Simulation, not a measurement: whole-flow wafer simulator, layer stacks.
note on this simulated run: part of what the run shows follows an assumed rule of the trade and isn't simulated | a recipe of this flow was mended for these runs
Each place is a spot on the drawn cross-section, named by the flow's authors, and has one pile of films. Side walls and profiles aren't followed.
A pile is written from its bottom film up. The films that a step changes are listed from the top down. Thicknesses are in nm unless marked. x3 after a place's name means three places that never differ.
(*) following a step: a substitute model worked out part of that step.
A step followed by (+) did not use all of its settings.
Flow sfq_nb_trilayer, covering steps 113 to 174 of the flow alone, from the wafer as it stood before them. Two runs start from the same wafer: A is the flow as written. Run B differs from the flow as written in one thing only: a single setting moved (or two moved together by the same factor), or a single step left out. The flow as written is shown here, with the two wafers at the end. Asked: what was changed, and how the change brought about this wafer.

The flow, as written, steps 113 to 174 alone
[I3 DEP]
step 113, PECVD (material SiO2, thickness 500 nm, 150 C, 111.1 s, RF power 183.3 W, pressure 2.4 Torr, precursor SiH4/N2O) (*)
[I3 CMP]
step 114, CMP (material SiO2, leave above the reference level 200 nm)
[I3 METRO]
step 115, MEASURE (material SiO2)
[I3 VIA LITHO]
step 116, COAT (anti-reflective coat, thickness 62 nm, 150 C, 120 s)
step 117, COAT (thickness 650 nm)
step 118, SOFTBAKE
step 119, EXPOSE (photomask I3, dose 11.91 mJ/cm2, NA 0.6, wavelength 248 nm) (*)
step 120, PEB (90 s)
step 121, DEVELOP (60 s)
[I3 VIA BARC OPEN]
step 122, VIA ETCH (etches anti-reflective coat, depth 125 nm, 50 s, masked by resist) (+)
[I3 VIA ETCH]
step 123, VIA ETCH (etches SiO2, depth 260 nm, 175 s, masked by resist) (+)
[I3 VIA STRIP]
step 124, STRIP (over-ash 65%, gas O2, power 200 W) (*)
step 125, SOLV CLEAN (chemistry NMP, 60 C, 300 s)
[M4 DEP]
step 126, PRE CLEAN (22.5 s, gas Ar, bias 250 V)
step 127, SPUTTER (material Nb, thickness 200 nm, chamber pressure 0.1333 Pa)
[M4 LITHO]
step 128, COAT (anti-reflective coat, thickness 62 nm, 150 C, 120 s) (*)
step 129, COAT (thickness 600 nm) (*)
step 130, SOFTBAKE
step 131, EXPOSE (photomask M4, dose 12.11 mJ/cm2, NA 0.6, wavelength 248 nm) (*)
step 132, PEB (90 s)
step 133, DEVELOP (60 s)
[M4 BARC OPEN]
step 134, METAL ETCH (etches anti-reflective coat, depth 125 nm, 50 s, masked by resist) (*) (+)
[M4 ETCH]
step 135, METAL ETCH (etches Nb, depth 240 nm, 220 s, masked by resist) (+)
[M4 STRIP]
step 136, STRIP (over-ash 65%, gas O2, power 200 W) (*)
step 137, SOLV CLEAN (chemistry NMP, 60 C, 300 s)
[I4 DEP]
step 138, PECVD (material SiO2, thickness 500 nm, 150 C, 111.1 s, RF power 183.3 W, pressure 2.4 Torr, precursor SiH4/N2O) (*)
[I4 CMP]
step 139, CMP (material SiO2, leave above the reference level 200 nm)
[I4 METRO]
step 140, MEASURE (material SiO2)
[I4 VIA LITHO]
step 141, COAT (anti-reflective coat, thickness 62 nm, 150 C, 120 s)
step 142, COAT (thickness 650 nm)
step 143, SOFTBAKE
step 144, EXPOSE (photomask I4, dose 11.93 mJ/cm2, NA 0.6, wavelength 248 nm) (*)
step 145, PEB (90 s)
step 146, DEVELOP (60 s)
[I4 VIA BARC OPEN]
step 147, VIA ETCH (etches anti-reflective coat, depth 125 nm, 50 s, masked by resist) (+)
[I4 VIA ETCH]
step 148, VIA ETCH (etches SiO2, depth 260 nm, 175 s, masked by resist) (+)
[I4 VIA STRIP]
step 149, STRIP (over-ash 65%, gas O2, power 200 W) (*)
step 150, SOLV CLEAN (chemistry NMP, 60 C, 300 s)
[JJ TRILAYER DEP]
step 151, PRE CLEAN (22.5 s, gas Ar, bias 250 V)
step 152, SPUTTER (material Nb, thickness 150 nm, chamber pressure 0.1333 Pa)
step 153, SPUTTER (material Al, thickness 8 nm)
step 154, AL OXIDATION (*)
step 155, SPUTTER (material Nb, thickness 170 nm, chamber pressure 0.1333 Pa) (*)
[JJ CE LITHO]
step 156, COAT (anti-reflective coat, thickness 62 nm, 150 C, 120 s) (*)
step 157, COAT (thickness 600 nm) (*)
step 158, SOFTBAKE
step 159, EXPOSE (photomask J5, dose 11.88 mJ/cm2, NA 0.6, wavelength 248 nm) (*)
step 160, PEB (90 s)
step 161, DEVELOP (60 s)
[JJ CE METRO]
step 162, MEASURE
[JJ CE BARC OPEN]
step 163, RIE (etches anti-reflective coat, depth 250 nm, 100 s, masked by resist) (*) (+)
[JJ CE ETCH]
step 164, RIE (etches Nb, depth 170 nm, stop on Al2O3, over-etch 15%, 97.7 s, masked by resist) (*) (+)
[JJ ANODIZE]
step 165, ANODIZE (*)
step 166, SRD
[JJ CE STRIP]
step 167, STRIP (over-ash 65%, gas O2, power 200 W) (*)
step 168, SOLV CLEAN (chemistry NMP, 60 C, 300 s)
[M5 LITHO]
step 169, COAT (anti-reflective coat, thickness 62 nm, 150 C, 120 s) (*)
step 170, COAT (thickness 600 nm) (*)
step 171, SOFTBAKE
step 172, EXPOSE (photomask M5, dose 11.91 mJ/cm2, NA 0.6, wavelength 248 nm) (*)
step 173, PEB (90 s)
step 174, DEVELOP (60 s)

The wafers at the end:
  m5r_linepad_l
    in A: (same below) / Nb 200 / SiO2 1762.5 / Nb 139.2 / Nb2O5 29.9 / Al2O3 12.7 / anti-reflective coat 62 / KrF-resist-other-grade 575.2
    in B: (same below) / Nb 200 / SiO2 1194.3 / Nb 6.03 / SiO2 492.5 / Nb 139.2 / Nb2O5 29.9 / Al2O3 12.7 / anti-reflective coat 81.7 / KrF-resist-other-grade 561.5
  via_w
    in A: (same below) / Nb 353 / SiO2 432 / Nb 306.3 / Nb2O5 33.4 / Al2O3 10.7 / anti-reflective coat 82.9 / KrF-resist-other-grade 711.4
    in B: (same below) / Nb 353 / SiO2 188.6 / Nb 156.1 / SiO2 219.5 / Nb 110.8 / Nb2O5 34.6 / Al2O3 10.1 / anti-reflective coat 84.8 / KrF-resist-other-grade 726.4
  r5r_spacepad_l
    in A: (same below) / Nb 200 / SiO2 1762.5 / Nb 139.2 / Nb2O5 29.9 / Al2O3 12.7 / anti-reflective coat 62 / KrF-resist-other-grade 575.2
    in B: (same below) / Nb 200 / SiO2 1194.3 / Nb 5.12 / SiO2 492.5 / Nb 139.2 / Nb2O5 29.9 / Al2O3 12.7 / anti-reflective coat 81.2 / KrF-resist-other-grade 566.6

The reason: step 113, PECVD: 50.69 s was run, while the flow as written has 111.1 s.

Step by step, how the change led to this:
  step 113, PECVD (material SiO2, thickness 500 nm, 150 C, 111.1 s, RF power 183.3 W, pressure 2.4 Torr, precursor SiH4/N2O) (*)
      field_l, be, be_sur and 64 more: A +500 SiO2 | B +228.3 SiO2
      v_sur, via_wl, via_wr and 27 more: A +500 SiO2 (new film) | B +228.3 SiO2 (new film)
      (as well as at 9 more places)
  step 114, CMP (material SiO2, leave above the reference level 200 nm)
      field_l, be, be_sur and 64 more: A -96 SiO2 | B nothing
      p4_g1, p4_g2, p3_s0, p3_s1, p3_s2, p3_s3, p3_s4, p3_s5: A -157.1 SiO2 | B nothing
      (as well as at 31 more places)
  step 116, COAT (anti-reflective coat, thickness 62 nm, 150 C, 120 s)
      p3_l1, p3_l2, p3_l3, p3_l4, wl_d_m1: A +62 anti-reflective coat (new film) | B +44 anti-reflective coat (new film)
      lsp_m, ln_m6, lsp_r, l0_sur: A +62 anti-reflective coat (new film) | B +63.3 anti-reflective coat (new film)
      (as well as at 93 more places)
  step 117, COAT (thickness 650 nm)
      be, c5j, ln_m5: A +650 KrF-resist-other-grade (new film) | B +663.4 KrF-resist-other-grade (new film)
      p3_s1, m5r_line_l, m5r_line_r: A +650 KrF-resist-other-grade (new film) | B +694.1 KrF-resist-other-grade (new film)
      (as well as at 87 more places)
  step 121, DEVELOP (60 s)
      via_v: A -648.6 KrF-resist-other-grade (all of it) | B -583.4 KrF-resist-other-grade (all of it)
  step 122, VIA ETCH (etches anti-reflective coat, depth 125 nm, 50 s, masked by resist) (+)
      via_v: A -62 anti-reflective coat (all of it), -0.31 SiO2 | B -59.8 anti-reflective coat (all of it), -0.33 SiO2
  step 124, STRIP (over-ash 65%, gas O2, power 200 W) (*)
      m0r_line_l x3: A -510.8 KrF-resist-other-grade (all of it), -62 anti-reflective coat (all of it) | B -572.5 KrF-resist-other-grade (all of it), -34.7 anti-reflective coat (all of it)
      m0r_space_l, m6r_space_l x2: A -510.8 KrF-resist-other-grade (all of it), -62 anti-reflective coat (all of it) | B -521.8 KrF-resist-other-grade (all of it), -96.3 anti-reflective coat (all of it)
      (as well as at 99 more places)
  step 127, SPUTTER (material Nb, thickness 200 nm, chamber pressure 0.1333 Pa)
      via_w: A +200 Nb (new film) | B +156.1 Nb (new film)
  step 128, COAT (anti-reflective coat, thickness 62 nm, 150 C, 120 s) (*)
      m0r_line_l x3, m0r_line_r x3: A +62 anti-reflective coat (new film) | B +32.7 anti-reflective coat (new film)
      m0r_space_l, m0r_space_r, m6r_space_l x2, m6r_space_r x2: A +62 anti-reflective coat (new film) | B +93.9 anti-reflective coat (new film)
      (as well as at 84 more places)
  step 129, COAT (thickness 600 nm) (*)
      m0r_line_l x3, m0r_line_r x3: A +600 KrF-resist-other-grade (new film) | B +661.2 KrF-resist-other-grade (new film)
      r_end, moat: A +599.3 KrF-resist-other-grade (new film) | B +611.9 KrF-resist-other-grade (new film)
      (as well as at 88 more places)
  step 133, DEVELOP (60 s)
      m0r_line_l x3, m0r_line_r x3: A -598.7 KrF-resist-other-grade (all of it) | B -659.8 KrF-resist-other-grade (all of it)
      moat, field_r, lsp_l: A -598.1 KrF-resist-other-grade (all of it) | B -610.6 KrF-resist-other-grade (all of it)
      (as well as at 47 more places)
  step 134, METAL ETCH (etches anti-reflective coat, depth 125 nm, 50 s, masked by resist) (*) (+)
      m5r_linepad_l, m5r_linepad_r, r5r_line_l, r5r_spacepad_l, r5r_spacepad_r, m8r_pad_l, m8r_pad_r: A -62 anti-reflective coat (all of it) | B -125 anti-reflective coat
      m0r_line_l x3, m0r_line_r x3: A -62 anti-reflective coat (all of it) | B -32.7 anti-reflective coat (all of it)
      (as well as at 49 more places)
  step 135, METAL ETCH (etches Nb, depth 240 nm, 220 s, masked by resist) (+)
      m5r_linepad_l, m5r_linepad_r: A -200 Nb (all of it), -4 SiO2 | B -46 anti-reflective coat (all of it), -194 Nb
      r5r_spacepad_l, r5r_spacepad_r: A -200 Nb (all of it), -4 SiO2 | B -45.1 anti-reflective coat (all of it), -194.9 Nb
      (as well as at 3 more places)
  step 136, STRIP (over-ash 65%, gas O2, power 200 W) (*)
      v_sur: A -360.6 KrF-resist-other-grade (all of it), -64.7 anti-reflective coat (all of it) | B -286.3 KrF-resist-other-grade (all of it), -39.2 anti-reflective coat (all of it)
      via_wl: A -357.4 KrF-resist-other-grade (all of it), -67.6 anti-reflective coat (all of it) | B -293 KrF-resist-other-grade (all of it), -32.3 anti-reflective coat (all of it)
      (as well as at 37 more places)
  step 138, PECVD (material SiO2, thickness 500 nm, 150 C, 111.1 s, RF power 183.3 W, pressure 2.4 Torr, precursor SiH4/N2O) (*)
      m5r_linepad_l, m5r_linepad_r, r5r_spacepad_l, r5r_spacepad_r: A +500 SiO2 | B +500 SiO2 (new film)
      p3_s0, p3_s1, p3_s2, p3_s3, p3_s4, p3_s5: A +561.1 SiO2 | B +500 SiO2
      (as well as at 3 more places)
  step 139, CMP (material SiO2, leave above the reference level 200 nm)
      field_l, be, be_sur and 55 more: A -96 SiO2 | B nothing
      p3_s0, p3_s1, p3_s2, p3_s3, p3_s4, p3_s5: A -157.1 SiO2 | B nothing
      (as well as at 12 more places)
  ... 18 other steps ...
  step 174, DEVELOP (60 s)
      moat: A -598.1 KrF-resist-other-grade (all of it) | B -610.7 KrF-resist-other-grade (all of it)
      field_r: A -598.9 KrF-resist-other-grade (all of it) | B -615.2 KrF-resist-other-grade (all of it)
      (as well as at 17 more places)
With metal films that touch counted as one body, m5r_linepad_l has 3 bodies (between them, from the top down: SiO2 492.5; SiO2 1194.3); the flow as written gives 2 bodies (between them, from the top down: SiO2 1762.5).
With metal films that touch counted as one body, via_w has 4 bodies (between them, from the top down: SiO2 219.5; SiO2 188.6; SiO2 423.7); the flow as written gives 3 bodies (between them, from the top down: SiO2 432; SiO2 423.7).
With metal films that touch counted as one body, r5r_spacepad_l has 3 bodies (between them, from the top down: SiO2 492.5; SiO2 1194.3); the flow as written gives 2 bodies (between them, from the top down: SiO2 1762.5).
